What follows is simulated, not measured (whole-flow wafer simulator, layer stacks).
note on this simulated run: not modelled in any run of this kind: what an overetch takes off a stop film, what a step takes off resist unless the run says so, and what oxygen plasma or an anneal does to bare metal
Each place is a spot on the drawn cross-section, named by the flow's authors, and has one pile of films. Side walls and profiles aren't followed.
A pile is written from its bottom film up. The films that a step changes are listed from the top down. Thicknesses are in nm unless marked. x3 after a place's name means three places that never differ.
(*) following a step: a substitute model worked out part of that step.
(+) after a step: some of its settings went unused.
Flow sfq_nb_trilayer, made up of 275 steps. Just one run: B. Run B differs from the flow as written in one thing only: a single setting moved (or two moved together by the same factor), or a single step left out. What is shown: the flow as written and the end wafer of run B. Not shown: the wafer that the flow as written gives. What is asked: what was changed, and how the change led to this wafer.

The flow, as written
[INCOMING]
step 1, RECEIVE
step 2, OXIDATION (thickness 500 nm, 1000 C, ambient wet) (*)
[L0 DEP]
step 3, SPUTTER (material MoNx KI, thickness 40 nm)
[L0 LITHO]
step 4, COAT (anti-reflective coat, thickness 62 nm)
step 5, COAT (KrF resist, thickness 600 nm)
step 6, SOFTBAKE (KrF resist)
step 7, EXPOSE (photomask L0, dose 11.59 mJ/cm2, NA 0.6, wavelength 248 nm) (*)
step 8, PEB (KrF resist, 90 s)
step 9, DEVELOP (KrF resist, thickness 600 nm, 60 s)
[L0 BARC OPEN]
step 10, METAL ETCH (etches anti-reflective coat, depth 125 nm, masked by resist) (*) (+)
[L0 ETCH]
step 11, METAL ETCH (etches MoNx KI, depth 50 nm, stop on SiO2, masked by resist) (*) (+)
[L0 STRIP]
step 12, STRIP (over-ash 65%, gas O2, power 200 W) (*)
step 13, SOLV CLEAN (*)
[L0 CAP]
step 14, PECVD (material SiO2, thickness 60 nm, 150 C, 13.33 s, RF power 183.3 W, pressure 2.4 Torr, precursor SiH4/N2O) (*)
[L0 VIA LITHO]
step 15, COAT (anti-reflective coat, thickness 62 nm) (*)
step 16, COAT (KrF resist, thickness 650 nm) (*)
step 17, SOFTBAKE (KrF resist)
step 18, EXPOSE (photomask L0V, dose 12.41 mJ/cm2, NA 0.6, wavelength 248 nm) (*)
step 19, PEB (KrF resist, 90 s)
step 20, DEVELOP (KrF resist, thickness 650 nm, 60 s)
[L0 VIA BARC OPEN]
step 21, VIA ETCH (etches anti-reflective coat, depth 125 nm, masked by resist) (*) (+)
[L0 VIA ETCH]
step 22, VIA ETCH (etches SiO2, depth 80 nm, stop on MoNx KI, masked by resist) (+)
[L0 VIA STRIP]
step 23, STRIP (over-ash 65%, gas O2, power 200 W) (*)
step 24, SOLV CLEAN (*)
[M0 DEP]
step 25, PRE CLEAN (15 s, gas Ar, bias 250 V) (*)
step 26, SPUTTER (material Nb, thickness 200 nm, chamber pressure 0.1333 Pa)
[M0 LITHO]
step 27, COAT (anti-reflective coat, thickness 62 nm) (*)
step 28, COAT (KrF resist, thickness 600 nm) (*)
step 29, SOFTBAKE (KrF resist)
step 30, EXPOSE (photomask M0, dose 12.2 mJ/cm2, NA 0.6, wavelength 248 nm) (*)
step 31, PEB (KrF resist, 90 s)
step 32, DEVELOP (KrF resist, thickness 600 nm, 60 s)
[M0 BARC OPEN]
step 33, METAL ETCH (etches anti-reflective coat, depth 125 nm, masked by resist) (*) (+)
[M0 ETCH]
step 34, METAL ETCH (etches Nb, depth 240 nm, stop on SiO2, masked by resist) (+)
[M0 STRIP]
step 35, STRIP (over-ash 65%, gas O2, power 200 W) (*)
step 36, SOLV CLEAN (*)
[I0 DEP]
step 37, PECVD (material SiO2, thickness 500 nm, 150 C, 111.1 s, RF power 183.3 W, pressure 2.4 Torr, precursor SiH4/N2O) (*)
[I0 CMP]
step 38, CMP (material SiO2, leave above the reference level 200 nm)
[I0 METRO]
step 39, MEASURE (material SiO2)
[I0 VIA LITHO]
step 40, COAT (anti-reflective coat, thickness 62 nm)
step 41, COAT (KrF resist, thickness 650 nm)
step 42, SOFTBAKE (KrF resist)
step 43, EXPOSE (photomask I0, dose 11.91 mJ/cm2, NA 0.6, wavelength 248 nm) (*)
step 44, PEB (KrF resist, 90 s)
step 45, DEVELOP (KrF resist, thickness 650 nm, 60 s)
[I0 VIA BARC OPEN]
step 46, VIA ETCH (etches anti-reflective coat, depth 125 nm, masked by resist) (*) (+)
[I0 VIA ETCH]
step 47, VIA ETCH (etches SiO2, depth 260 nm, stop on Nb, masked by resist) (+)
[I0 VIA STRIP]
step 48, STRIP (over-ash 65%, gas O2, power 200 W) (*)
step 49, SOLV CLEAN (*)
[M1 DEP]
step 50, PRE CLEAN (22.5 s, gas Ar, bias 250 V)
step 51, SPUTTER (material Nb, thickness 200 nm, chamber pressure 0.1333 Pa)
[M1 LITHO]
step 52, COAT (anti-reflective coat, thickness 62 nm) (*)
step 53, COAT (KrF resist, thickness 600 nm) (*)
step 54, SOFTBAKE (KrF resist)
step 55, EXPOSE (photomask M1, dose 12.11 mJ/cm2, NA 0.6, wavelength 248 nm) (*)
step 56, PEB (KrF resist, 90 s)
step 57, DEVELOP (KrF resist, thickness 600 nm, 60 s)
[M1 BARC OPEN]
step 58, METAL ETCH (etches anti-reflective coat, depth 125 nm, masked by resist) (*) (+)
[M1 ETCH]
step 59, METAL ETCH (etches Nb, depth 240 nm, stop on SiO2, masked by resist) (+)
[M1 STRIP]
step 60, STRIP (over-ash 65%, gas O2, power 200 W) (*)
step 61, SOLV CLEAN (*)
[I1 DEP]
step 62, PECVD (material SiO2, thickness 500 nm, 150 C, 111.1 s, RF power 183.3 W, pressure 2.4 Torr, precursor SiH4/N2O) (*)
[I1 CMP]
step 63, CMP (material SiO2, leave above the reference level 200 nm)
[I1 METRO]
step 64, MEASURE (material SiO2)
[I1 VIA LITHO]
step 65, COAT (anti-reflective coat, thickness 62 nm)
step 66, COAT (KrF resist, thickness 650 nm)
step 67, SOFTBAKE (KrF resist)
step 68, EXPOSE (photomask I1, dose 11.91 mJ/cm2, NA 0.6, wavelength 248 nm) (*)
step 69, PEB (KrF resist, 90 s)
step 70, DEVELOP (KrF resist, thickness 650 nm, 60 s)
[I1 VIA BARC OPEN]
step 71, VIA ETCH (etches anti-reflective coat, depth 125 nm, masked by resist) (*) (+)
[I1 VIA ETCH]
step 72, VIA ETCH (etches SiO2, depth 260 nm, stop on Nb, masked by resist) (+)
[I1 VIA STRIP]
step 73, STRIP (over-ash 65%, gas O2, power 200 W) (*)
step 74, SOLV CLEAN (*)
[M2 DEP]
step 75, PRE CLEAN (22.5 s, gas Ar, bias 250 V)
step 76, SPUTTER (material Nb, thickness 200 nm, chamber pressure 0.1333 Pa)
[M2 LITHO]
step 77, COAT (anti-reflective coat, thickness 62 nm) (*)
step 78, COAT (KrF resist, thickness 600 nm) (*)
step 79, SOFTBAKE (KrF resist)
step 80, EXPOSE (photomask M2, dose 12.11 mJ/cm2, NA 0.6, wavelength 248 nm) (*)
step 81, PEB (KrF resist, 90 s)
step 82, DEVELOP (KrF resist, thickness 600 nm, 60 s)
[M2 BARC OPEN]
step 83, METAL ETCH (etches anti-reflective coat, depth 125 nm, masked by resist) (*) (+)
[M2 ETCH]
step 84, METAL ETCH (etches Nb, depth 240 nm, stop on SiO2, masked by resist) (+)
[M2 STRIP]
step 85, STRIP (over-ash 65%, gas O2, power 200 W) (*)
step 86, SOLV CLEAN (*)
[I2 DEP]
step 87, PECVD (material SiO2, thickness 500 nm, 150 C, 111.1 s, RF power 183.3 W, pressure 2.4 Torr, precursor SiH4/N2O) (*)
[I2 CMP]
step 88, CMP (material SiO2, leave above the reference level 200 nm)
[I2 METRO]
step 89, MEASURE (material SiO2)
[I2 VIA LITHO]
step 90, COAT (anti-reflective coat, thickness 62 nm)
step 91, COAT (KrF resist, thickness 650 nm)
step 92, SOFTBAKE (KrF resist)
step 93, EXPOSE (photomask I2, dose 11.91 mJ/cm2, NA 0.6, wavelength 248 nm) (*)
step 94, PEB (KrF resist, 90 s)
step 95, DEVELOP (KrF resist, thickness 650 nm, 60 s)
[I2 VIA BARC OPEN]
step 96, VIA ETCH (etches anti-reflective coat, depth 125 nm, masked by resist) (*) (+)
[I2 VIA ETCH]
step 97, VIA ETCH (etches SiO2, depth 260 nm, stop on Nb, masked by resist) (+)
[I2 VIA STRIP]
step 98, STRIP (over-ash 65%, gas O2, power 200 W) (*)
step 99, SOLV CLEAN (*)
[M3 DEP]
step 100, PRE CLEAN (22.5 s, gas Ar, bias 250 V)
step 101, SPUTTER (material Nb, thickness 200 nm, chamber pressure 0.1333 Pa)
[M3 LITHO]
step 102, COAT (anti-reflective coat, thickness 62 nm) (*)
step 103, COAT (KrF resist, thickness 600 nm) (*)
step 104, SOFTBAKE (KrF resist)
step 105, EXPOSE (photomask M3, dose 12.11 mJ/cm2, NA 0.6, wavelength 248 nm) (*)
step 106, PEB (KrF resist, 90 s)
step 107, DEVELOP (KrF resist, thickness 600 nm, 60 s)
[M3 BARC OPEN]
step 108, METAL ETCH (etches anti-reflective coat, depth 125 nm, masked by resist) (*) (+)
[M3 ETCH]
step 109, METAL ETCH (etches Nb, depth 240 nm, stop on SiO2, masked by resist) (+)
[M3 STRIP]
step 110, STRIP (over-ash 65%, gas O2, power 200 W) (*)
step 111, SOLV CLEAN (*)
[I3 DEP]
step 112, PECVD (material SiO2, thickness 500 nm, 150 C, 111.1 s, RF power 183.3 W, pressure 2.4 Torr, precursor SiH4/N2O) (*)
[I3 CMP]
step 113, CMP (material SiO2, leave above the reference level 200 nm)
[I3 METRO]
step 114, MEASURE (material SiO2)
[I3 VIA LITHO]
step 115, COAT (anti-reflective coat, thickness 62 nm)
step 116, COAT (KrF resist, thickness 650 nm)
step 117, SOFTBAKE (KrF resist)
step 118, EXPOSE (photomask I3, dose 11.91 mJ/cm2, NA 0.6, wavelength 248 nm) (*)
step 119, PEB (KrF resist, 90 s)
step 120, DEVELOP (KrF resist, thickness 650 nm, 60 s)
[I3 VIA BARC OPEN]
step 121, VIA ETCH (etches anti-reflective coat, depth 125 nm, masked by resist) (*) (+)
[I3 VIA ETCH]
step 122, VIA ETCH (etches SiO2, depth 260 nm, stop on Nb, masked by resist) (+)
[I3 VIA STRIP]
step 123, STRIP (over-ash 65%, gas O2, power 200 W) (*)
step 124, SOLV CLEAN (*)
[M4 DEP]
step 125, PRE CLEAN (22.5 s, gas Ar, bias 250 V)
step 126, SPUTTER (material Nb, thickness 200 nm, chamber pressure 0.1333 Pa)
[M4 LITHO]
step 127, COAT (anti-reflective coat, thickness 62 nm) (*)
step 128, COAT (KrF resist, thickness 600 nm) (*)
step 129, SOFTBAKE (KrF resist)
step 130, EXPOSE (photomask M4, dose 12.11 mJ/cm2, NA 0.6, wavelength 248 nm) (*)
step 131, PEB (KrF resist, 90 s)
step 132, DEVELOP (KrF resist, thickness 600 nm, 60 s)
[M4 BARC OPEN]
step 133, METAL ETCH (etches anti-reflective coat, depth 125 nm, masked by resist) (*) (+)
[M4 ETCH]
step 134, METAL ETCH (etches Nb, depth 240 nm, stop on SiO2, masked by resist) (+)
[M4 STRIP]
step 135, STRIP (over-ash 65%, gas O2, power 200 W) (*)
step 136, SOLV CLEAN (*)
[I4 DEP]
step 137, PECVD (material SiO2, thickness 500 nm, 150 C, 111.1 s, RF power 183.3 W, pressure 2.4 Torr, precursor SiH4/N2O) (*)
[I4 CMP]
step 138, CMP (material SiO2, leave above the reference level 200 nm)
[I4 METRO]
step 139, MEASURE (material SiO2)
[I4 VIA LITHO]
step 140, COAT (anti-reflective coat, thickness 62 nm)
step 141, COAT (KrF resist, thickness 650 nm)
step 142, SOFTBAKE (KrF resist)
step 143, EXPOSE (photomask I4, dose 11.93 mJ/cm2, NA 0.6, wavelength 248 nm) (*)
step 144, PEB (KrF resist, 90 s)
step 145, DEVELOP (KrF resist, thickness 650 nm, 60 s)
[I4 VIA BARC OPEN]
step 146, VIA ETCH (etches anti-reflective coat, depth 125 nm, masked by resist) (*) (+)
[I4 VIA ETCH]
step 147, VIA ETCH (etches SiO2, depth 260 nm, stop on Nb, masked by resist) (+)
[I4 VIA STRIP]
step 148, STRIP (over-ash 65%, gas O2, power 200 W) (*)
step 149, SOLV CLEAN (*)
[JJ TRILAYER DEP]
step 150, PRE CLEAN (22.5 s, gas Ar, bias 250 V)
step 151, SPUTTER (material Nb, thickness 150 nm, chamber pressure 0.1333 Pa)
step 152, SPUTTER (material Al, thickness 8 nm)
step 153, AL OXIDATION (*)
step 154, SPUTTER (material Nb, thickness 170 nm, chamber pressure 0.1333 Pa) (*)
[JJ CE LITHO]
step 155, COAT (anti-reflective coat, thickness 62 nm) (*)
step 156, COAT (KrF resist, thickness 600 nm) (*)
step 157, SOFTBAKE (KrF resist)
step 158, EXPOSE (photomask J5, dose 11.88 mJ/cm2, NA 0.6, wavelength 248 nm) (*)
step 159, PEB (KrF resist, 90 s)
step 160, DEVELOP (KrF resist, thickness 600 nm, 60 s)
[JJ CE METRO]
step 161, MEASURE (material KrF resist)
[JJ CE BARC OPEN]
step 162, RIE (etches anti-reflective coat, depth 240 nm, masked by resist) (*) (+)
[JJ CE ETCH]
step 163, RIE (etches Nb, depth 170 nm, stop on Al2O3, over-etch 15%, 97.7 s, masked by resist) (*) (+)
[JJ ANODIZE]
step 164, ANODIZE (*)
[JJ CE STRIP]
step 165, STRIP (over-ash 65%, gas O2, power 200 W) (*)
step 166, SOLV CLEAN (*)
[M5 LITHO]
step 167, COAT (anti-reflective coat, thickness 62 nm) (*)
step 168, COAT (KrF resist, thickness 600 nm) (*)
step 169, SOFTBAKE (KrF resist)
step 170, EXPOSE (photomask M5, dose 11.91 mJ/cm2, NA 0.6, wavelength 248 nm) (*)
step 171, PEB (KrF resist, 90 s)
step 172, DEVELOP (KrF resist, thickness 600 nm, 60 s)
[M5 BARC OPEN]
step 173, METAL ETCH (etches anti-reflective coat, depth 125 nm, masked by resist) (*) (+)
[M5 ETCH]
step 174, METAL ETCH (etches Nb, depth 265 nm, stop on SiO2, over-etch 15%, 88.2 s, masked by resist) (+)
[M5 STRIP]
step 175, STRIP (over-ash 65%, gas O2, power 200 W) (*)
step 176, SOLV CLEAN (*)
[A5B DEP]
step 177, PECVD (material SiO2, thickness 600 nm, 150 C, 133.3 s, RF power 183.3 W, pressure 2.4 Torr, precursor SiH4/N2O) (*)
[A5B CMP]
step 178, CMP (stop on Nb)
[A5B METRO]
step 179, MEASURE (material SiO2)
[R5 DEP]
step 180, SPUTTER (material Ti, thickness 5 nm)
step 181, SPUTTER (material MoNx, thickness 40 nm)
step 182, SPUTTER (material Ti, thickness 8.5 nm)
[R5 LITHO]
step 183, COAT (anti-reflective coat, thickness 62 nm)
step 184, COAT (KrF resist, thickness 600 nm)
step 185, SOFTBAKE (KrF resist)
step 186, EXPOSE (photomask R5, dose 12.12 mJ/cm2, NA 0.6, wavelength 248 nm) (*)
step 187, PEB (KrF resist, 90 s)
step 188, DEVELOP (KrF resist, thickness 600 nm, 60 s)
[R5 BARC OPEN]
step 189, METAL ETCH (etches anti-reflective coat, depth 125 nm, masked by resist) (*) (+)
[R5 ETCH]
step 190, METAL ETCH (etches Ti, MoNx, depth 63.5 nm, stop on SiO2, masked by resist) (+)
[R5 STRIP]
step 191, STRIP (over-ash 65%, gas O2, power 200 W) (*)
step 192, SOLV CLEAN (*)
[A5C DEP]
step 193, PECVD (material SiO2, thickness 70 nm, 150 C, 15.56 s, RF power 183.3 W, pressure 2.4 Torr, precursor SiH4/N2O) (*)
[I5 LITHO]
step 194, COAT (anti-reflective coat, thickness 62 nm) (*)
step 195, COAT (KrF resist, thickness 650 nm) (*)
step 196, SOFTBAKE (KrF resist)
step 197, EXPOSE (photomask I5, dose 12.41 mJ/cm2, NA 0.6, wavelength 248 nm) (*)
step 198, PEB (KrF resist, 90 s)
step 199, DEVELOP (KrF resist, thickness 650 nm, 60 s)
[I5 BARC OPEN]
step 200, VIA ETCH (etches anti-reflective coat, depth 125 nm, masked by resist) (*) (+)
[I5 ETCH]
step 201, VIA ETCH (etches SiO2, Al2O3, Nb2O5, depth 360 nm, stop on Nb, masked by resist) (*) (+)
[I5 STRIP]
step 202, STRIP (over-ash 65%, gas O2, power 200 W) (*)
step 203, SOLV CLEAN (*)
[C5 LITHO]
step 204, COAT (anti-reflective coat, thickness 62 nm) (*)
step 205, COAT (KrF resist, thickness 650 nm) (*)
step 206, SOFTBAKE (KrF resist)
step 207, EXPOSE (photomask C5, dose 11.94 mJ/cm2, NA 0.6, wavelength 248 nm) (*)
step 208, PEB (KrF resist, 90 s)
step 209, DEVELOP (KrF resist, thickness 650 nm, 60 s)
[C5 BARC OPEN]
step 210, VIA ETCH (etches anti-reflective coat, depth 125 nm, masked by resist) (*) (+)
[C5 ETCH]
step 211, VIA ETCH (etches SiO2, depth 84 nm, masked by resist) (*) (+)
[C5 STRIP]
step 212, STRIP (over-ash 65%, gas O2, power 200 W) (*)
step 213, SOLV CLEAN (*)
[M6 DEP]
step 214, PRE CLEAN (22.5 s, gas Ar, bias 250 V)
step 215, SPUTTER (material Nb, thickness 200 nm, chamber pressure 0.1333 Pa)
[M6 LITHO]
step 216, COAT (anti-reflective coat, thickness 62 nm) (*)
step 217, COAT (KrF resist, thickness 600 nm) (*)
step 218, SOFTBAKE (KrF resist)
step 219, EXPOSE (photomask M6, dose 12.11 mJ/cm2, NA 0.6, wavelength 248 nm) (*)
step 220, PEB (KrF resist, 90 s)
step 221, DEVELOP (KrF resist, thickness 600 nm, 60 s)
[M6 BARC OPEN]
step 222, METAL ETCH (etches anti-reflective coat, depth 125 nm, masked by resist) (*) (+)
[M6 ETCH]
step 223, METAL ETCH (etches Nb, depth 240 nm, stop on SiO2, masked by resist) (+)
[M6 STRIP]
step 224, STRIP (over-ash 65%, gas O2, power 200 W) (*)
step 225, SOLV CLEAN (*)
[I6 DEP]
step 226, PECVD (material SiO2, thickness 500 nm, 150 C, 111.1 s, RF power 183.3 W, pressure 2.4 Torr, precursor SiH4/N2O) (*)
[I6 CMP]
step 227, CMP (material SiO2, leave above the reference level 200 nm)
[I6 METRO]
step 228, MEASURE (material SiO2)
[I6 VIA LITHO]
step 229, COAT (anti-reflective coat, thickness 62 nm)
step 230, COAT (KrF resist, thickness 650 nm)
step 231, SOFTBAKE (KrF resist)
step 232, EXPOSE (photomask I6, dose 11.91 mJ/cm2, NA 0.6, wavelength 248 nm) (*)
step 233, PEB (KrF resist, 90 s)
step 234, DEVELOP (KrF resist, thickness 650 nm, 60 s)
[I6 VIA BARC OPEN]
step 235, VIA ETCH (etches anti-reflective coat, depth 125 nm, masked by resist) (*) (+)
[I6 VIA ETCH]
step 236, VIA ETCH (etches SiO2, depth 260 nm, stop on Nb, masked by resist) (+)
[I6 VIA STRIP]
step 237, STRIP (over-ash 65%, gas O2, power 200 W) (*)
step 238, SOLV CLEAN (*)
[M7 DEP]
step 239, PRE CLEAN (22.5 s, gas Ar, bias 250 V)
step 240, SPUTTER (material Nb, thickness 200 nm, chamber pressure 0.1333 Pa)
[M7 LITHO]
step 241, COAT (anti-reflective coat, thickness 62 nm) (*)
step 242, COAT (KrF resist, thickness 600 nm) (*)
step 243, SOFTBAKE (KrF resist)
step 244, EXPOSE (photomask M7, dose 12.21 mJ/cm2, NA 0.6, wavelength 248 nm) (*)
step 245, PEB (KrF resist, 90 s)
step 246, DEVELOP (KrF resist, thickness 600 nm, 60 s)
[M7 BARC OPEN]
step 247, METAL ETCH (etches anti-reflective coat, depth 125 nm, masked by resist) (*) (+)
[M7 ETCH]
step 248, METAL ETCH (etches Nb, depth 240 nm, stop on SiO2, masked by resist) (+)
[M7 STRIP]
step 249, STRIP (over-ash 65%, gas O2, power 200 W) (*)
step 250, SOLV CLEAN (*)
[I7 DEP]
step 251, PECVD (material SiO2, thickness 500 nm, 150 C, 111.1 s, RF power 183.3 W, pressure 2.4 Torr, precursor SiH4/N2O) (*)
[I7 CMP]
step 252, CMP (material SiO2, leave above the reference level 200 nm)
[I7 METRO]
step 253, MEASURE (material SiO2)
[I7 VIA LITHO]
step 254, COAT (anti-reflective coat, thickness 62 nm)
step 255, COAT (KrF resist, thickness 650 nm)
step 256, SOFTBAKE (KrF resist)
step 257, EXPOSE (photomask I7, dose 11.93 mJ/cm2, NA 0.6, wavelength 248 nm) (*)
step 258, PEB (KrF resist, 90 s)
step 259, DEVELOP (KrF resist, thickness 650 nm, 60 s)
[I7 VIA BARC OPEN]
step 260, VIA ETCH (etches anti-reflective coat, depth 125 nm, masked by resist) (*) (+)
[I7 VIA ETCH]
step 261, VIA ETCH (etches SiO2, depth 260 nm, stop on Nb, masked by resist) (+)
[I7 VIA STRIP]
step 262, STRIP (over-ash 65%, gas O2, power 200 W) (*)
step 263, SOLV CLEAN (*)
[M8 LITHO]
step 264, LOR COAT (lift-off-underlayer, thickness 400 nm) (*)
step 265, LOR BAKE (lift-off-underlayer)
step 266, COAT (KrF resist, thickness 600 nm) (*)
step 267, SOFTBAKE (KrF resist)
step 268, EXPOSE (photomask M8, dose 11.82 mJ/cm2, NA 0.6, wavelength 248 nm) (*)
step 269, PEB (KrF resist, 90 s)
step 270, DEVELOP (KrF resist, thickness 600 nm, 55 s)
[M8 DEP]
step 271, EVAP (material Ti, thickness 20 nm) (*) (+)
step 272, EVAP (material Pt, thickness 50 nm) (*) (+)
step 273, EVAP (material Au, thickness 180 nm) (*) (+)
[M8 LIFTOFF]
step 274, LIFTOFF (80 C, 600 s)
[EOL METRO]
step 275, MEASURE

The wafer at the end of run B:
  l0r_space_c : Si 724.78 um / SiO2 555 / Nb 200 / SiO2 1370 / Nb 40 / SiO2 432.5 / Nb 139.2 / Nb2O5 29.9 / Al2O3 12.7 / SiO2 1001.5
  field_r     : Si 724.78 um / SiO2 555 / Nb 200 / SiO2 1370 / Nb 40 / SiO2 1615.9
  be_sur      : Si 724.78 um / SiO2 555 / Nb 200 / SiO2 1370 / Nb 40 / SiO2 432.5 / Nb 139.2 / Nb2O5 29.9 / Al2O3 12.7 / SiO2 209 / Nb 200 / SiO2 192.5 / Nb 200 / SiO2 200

Cause: step 126, SPUTTER: thickness 280 nm was run, whereas the flow has thickness 200 nm.

Step by step, how the change led to this:
  step 126, SPUTTER (material Nb, thickness 200 nm, chamber pressure 0.1333 Pa)
      field_l, v_sur, via_wl and 102 more: Nb gains 280 (new film) (as written it would have been: Nb gains 200 (new film))
      via_v: Nb gains 232.8 (as written it would have been: Nb gains 165.5)
  step 134, METAL ETCH (etches Nb, depth 240 nm, stop on SiO2, masked by resist) (+)
      field_l, be, be_sur and 64 more: Nb loses 240 (as written it would have been: Nb loses 200 (all of it))
  step 137, PECVD (material SiO2, thickness 500 nm, 150 C, 111.1 s, RF power 183.3 W, pressure 2.4 Torr, precursor SiH4/N2O) (*)
      field_l, be, be_sur and 55 more: SiO2 gains 500 (new film) (as written it would have been: SiO2 gains 500)
      p3_s0 x6: SiO2 gains 597.1 (new film) (as written it would have been: SiO2 gains 557.1)
      (and at 3 other places as well)
  step 138, CMP (material SiO2, leave above the reference level 200 nm)
      field_l, be, be_sur and 55 more: SiO2 loses 60 (as written it would have been: SiO2 loses 100)
      lsp_r, l0_sur, l0v: SiO2 loses 50.3 (as written it would have been: SiO2 loses 91.9)
      (and at 1 other place as well)
Taking metal films that touch as one body, l0r_space_c has 3 bodies (between them, from the top down: SiO2 432.5; SiO2 1370); the flow as written gives 2 bodies (between them, from the top down: SiO2 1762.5).
Taking metal films that touch as one body, field_r has 2 bodies (between them, from the top down: SiO2 1370); the flow as written gives 1 body.
Taking metal films that touch as one body, be_sur has 5 bodies (between them, from the top down: SiO2 192.5; SiO2 209 / Al2O3 12.7 / Nb2O5 29.9; SiO2 432.5; SiO2 1370); the flow as written gives 4 bodies (between them, from the top down: SiO2 192.5; SiO2 209 / Al2O3 12.7 / Nb2O5 29.9; SiO2 1762.5).
